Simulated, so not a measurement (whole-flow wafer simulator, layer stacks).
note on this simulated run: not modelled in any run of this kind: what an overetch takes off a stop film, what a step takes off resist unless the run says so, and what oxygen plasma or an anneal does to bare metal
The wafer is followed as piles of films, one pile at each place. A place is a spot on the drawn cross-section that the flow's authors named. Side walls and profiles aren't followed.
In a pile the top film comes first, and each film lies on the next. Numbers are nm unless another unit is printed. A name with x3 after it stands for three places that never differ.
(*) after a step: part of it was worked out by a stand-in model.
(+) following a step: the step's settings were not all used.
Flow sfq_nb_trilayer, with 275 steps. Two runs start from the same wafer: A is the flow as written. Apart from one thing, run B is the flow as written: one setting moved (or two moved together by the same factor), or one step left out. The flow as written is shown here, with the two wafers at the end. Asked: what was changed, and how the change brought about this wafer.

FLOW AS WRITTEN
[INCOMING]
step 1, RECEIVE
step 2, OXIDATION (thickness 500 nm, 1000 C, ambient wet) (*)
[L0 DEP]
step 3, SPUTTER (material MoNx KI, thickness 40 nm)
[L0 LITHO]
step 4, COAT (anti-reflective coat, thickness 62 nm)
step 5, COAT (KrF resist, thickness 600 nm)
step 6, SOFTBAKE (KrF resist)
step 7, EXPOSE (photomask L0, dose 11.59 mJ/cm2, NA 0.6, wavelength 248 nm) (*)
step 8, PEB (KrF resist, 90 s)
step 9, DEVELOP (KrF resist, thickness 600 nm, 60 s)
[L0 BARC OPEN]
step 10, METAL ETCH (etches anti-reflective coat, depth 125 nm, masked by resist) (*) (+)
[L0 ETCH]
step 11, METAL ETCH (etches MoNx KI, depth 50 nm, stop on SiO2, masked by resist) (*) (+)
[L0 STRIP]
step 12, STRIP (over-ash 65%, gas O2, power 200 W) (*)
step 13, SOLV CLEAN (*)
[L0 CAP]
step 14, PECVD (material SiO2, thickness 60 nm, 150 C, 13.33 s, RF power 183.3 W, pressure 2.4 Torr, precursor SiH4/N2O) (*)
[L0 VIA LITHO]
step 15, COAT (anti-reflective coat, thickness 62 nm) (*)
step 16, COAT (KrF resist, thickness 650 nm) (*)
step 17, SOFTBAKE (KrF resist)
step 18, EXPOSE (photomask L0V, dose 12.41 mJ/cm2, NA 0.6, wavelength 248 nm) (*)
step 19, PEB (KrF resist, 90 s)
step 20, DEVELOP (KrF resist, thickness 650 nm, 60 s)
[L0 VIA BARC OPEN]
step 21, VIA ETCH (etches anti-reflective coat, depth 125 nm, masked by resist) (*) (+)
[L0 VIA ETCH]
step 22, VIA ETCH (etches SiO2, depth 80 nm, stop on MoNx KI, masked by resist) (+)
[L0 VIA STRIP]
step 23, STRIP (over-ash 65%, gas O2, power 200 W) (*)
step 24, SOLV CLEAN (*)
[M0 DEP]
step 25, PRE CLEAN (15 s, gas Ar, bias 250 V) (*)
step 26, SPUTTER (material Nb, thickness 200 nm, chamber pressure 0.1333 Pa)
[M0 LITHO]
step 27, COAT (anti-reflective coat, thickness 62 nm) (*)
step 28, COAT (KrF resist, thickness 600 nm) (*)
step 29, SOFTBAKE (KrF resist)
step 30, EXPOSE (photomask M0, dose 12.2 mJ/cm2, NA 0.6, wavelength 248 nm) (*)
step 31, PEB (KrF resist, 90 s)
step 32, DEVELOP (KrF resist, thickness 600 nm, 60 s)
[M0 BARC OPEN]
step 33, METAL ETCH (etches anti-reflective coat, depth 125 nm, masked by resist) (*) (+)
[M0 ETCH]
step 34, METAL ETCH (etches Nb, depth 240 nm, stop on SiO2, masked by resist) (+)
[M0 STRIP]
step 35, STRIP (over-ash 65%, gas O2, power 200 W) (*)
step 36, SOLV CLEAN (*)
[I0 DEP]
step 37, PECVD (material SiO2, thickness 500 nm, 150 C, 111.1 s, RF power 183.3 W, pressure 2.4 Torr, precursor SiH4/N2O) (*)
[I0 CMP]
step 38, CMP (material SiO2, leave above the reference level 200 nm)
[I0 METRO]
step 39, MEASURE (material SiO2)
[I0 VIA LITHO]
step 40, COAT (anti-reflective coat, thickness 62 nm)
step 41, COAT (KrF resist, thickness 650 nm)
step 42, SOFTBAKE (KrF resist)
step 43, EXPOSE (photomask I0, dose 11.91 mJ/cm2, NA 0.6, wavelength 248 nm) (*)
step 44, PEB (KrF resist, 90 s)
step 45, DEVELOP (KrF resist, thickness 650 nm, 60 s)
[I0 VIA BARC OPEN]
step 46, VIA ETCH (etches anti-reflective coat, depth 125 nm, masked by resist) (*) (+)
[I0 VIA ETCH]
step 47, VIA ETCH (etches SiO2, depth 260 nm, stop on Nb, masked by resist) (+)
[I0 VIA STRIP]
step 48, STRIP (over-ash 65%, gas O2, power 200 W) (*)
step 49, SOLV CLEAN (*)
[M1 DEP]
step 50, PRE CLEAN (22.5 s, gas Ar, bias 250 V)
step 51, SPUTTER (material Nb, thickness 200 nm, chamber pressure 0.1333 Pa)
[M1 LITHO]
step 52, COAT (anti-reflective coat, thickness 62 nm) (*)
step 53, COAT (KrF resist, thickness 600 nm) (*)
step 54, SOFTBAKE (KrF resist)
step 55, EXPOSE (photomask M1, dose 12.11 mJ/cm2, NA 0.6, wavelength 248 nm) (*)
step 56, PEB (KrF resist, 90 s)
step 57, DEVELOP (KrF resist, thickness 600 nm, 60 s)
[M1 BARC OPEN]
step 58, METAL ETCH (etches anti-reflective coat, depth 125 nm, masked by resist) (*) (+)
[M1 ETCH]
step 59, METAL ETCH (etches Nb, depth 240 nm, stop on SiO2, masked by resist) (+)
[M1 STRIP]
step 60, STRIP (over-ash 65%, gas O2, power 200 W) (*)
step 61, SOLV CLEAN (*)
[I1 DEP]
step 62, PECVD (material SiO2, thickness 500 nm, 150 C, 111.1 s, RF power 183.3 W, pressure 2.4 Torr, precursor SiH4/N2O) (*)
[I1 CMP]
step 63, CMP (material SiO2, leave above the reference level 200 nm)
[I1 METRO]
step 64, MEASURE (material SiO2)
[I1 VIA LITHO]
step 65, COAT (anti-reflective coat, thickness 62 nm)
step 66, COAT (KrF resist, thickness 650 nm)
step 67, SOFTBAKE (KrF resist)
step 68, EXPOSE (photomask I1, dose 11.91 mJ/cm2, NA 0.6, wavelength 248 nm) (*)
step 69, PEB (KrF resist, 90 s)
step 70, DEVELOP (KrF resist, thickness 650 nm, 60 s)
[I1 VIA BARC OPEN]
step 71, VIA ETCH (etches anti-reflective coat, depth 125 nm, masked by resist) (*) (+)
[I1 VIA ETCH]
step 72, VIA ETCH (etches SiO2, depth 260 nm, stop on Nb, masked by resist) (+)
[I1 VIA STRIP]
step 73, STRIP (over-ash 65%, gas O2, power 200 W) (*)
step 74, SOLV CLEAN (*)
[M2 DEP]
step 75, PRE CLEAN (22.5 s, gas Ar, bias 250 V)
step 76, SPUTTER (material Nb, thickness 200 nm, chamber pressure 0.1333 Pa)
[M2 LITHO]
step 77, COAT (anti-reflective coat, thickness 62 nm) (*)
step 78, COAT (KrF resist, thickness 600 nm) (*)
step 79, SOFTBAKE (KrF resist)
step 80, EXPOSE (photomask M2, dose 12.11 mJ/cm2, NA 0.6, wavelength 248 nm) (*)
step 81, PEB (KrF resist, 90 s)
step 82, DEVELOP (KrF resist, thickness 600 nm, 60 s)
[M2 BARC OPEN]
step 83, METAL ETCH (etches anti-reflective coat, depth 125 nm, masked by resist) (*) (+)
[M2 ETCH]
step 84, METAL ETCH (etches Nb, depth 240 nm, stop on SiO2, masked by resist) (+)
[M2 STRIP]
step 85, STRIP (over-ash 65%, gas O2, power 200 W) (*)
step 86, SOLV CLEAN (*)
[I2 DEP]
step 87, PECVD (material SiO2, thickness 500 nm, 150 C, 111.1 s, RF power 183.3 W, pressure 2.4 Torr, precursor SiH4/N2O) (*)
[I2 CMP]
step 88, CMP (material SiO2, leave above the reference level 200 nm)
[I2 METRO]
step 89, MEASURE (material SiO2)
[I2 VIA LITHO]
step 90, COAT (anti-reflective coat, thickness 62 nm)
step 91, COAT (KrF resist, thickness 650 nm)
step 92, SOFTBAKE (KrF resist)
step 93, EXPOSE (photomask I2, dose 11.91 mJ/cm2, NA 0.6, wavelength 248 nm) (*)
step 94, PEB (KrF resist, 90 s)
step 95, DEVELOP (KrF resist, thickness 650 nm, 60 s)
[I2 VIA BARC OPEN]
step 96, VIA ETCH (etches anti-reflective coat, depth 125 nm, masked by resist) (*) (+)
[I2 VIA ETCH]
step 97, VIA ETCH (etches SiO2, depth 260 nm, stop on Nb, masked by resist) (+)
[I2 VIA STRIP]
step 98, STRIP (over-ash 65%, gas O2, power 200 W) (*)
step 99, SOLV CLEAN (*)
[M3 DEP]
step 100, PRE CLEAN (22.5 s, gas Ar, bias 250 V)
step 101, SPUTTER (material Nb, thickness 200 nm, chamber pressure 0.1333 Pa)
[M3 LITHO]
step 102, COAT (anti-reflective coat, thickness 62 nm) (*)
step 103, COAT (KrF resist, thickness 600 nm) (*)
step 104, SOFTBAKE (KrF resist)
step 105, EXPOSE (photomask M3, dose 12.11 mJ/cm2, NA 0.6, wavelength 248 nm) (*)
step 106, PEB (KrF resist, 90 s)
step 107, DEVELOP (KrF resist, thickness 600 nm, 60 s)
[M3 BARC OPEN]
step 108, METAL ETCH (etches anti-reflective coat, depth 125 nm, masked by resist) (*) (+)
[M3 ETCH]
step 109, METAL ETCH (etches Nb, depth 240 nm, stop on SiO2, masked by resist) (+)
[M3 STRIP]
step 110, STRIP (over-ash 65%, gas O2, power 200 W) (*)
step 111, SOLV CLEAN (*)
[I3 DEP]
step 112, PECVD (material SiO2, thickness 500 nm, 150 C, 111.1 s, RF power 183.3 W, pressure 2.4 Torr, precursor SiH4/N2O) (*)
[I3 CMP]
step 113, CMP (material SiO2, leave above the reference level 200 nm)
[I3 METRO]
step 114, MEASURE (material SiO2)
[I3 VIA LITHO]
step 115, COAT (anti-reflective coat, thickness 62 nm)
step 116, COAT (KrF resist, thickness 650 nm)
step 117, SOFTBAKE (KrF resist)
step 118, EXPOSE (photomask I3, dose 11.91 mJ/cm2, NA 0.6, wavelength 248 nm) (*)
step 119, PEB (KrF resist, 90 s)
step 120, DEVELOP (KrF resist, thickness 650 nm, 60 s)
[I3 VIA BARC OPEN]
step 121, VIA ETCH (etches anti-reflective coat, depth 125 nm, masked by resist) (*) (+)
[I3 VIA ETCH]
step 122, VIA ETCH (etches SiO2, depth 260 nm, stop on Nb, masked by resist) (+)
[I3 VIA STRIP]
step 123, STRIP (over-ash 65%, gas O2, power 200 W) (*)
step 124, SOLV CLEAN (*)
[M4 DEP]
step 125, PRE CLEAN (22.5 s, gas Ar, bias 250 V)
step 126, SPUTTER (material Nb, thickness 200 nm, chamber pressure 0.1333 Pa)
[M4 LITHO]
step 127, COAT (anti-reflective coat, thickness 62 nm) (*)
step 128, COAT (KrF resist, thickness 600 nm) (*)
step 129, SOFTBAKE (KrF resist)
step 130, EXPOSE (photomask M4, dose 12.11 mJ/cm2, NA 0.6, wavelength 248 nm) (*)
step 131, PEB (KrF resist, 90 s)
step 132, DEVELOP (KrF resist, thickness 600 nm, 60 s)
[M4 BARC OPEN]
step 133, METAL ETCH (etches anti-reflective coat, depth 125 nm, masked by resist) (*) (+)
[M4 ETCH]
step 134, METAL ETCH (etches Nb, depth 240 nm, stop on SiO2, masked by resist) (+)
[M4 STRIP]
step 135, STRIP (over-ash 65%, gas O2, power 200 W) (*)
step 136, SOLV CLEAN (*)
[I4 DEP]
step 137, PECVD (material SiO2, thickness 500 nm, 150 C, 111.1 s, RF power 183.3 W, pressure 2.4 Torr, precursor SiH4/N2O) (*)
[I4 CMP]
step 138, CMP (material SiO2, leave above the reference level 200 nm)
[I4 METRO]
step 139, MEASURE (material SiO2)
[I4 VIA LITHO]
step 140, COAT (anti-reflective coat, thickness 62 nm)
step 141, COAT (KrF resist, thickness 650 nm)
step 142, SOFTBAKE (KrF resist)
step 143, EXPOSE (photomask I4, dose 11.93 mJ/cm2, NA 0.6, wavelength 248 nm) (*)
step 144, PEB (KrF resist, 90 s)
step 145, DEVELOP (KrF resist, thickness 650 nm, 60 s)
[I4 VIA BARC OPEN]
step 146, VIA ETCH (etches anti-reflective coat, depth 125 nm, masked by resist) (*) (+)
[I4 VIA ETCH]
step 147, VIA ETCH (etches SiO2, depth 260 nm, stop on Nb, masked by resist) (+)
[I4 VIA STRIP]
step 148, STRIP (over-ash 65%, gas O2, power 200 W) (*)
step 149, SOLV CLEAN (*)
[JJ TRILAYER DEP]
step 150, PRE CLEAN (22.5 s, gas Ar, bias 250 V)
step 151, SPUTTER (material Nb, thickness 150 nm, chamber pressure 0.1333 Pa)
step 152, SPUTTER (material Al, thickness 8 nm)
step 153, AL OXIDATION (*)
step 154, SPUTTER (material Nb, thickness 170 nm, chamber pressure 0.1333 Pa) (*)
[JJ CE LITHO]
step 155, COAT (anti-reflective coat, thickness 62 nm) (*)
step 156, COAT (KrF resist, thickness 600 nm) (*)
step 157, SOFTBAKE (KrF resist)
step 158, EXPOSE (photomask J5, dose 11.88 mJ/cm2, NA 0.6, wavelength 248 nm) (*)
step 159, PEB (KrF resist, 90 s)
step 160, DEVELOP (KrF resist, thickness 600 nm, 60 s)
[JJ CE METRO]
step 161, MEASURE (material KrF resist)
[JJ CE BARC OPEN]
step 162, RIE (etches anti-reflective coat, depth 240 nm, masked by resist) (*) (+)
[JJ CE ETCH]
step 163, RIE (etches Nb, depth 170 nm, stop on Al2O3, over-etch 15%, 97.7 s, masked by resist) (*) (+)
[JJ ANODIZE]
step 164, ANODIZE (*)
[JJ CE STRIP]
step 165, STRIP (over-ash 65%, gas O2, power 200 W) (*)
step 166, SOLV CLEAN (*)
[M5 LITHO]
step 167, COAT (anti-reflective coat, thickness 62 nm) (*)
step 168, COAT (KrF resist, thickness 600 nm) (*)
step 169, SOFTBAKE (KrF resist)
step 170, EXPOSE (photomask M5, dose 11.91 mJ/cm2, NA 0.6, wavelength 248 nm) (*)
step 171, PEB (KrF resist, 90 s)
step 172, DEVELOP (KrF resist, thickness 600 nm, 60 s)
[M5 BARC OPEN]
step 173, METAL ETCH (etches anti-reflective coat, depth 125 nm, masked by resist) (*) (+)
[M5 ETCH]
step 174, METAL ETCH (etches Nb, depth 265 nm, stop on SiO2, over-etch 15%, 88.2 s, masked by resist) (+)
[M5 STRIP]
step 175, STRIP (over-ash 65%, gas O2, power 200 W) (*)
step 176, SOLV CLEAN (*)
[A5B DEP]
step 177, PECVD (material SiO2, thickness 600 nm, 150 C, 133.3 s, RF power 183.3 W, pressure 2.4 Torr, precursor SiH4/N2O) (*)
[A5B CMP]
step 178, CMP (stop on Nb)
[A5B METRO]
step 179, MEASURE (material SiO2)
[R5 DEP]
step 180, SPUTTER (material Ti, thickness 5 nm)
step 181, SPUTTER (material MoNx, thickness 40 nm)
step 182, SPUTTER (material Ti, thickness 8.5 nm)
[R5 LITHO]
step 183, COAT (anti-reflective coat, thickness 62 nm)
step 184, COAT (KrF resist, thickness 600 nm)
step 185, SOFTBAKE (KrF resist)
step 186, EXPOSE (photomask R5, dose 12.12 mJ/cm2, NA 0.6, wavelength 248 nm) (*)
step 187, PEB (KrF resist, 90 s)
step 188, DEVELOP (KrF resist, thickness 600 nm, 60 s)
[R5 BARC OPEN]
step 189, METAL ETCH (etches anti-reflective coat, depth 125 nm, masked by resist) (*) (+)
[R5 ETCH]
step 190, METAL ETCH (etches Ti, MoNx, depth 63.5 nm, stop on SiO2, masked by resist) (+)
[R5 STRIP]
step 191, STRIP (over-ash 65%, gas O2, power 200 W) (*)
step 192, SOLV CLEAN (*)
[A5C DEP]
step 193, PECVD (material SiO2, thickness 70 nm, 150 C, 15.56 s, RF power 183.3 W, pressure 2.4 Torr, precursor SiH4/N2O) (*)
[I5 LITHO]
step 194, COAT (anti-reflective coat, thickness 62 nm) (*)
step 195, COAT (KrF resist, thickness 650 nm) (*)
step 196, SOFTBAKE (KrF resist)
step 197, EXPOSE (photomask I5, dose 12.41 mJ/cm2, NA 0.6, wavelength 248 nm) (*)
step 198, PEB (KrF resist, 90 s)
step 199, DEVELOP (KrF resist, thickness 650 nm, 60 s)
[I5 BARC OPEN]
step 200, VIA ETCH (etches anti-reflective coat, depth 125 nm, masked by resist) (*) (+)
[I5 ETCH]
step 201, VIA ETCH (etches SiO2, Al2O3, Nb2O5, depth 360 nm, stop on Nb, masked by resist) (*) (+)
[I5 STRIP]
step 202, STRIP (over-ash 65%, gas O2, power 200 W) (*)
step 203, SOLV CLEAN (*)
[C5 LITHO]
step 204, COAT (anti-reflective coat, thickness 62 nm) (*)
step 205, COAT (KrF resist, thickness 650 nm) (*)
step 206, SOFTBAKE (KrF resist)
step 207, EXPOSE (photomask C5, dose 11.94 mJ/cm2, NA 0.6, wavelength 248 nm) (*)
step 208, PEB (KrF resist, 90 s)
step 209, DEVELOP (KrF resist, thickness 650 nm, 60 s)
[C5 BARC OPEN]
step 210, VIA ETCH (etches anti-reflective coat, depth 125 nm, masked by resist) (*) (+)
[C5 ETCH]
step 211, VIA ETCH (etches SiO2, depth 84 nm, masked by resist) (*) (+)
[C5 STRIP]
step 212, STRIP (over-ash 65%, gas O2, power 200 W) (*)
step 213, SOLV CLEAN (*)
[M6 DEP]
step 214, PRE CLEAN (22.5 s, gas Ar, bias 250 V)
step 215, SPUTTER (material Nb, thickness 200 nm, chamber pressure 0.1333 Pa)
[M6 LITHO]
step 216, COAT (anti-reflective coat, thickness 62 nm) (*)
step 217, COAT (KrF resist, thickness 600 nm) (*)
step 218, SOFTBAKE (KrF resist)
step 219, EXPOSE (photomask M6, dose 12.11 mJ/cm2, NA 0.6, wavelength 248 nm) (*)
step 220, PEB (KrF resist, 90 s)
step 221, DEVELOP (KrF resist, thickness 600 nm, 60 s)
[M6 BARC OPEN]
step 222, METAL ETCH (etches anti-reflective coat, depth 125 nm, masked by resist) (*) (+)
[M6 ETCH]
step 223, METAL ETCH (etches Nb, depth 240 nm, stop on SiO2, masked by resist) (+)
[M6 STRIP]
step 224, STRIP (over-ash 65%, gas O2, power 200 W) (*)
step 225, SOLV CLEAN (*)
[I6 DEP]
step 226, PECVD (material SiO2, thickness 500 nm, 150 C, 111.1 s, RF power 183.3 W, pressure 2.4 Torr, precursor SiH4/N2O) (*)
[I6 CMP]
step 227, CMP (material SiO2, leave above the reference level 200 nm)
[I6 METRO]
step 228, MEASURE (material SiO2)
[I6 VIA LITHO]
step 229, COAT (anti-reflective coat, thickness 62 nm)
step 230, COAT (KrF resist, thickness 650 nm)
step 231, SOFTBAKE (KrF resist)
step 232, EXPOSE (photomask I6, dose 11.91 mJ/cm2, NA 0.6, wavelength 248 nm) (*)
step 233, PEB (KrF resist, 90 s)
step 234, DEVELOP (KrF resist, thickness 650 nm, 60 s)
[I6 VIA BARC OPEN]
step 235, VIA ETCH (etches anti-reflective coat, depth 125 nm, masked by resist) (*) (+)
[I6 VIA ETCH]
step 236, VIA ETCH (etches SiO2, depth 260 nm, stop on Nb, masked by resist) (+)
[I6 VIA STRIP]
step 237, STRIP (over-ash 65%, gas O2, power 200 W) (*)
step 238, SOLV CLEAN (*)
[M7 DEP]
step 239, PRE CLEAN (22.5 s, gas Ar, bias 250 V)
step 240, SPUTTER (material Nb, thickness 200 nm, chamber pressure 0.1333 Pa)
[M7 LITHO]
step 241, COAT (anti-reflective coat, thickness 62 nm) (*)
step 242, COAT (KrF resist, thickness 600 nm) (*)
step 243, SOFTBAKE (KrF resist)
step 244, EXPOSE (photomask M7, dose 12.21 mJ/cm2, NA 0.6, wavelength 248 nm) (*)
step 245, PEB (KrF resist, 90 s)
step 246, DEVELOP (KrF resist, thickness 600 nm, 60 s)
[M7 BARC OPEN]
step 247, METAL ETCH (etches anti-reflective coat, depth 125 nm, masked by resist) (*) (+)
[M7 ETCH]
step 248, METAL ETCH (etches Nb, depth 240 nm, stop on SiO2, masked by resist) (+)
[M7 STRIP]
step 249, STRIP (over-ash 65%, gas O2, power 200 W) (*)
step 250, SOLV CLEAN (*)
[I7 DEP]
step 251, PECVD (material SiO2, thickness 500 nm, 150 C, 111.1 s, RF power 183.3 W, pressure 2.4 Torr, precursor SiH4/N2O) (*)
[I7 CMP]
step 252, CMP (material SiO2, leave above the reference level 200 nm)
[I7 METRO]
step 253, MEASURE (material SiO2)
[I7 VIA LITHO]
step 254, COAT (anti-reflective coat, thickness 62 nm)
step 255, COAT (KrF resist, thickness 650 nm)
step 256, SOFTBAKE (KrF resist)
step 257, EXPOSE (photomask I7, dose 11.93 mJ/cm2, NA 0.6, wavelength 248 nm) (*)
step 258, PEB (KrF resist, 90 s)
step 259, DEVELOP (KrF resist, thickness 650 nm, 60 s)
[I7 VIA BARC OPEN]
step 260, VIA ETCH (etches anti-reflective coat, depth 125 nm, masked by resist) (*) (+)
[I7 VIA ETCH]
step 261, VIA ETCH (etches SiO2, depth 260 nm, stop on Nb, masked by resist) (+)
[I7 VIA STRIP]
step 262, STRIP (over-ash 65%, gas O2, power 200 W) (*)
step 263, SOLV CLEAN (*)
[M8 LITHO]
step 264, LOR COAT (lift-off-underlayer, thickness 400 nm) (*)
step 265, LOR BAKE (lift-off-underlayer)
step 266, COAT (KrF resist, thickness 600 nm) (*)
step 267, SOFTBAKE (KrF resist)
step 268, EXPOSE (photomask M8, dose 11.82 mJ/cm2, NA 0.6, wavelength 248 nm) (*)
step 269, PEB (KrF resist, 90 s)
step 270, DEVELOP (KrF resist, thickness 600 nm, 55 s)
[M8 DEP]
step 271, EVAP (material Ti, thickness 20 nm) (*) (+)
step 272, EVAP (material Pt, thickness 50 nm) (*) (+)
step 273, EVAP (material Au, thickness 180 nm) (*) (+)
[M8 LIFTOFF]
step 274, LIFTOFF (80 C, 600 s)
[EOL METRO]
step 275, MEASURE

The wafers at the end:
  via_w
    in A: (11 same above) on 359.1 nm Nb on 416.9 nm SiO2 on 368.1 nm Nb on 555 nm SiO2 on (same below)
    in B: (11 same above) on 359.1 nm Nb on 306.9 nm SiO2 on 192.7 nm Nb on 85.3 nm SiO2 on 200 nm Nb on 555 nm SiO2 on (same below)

The reason: step 47, VIA ETCH: depth 107 nm was run, while the flow as written has depth 260 nm.

The path from the change to this, step by step:
  step 47, VIA ETCH (etches SiO2, depth 260 nm, stop on Nb, masked by resist) (+)
      via_w: A -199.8 SiO2 (all of it) | B -107 SiO2
      field_l, v_sur, via_wl and 102 more: A -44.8 KrF resist | B -18.4 KrF resist
  step 48, STRIP (over-ash 65%, gas O2, power 200 W) (*)
      field_l, v_sur, via_wl and 102 more: A -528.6 KrF resist (all of it), -62 anti-reflective coat (all of it) | B -555 KrF resist (all of it), -62 anti-reflective coat (all of it)
  step 50, PRE CLEAN (22.5 s, gas Ar, bias 250 V)
      via_w: A -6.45 Nb | B -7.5 SiO2
  step 51, SPUTTER (material Nb, thickness 200 nm, chamber pressure 0.1333 Pa)
      via_w: A +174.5 Nb | B +192.7 Nb (new film)
  step 52, COAT (anti-reflective coat, thickness 62 nm) (*)
      v_sur: A +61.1 anti-reflective coat (new film) | B +57 anti-reflective coat (new film)
      via_w: A +123.1 anti-reflective coat (new film) | B +106.3 anti-reflective coat (new film)
      (as well as at 2 more places)
  step 53, COAT (KrF resist, thickness 600 nm) (*)
      via_w: A +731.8 KrF resist (new film) | B +652.8 KrF resist (new film)
  step 60, STRIP (over-ash 65%, gas O2, power 200 W) (*)
      v_sur: A -365.9 KrF resist (all of it), -61.1 anti-reflective coat (all of it) | B -376.9 KrF resist (all of it), -57 anti-reflective coat (all of it)
      via_wl: A -385.5 KrF resist (all of it), -33.8 anti-reflective coat (all of it) | B -396.4 KrF resist (all of it), -33.6 anti-reflective coat (all of it)
      (as well as at 3 more places)
  step 62, PECVD (material SiO2, thickness 500 nm, 150 C, 111.1 s, RF power 183.3 W, pressure 2.4 Torr, precursor SiH4/N2O) (*)
      via_w: A +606 SiO2 (new film) | B +500 SiO2 (new film)
  step 63, CMP (material SiO2, leave above the reference level 200 nm)
      via_w: A -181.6 SiO2 | B -185.6 SiO2
If metal films that touch count as one body, via_w has 6 bodies (between them, from the top down: SiO2 192.5; SiO2 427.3 / Al2O3 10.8 / Nb2O5 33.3; SiO2 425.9; SiO2 306.9; SiO2 85.3); the flow as written gives 5 bodies (between them, from the top down: SiO2 192.5; SiO2 427.3 / Al2O3 10.8 / Nb2O5 33.3; SiO2 425.9; SiO2 416.9).
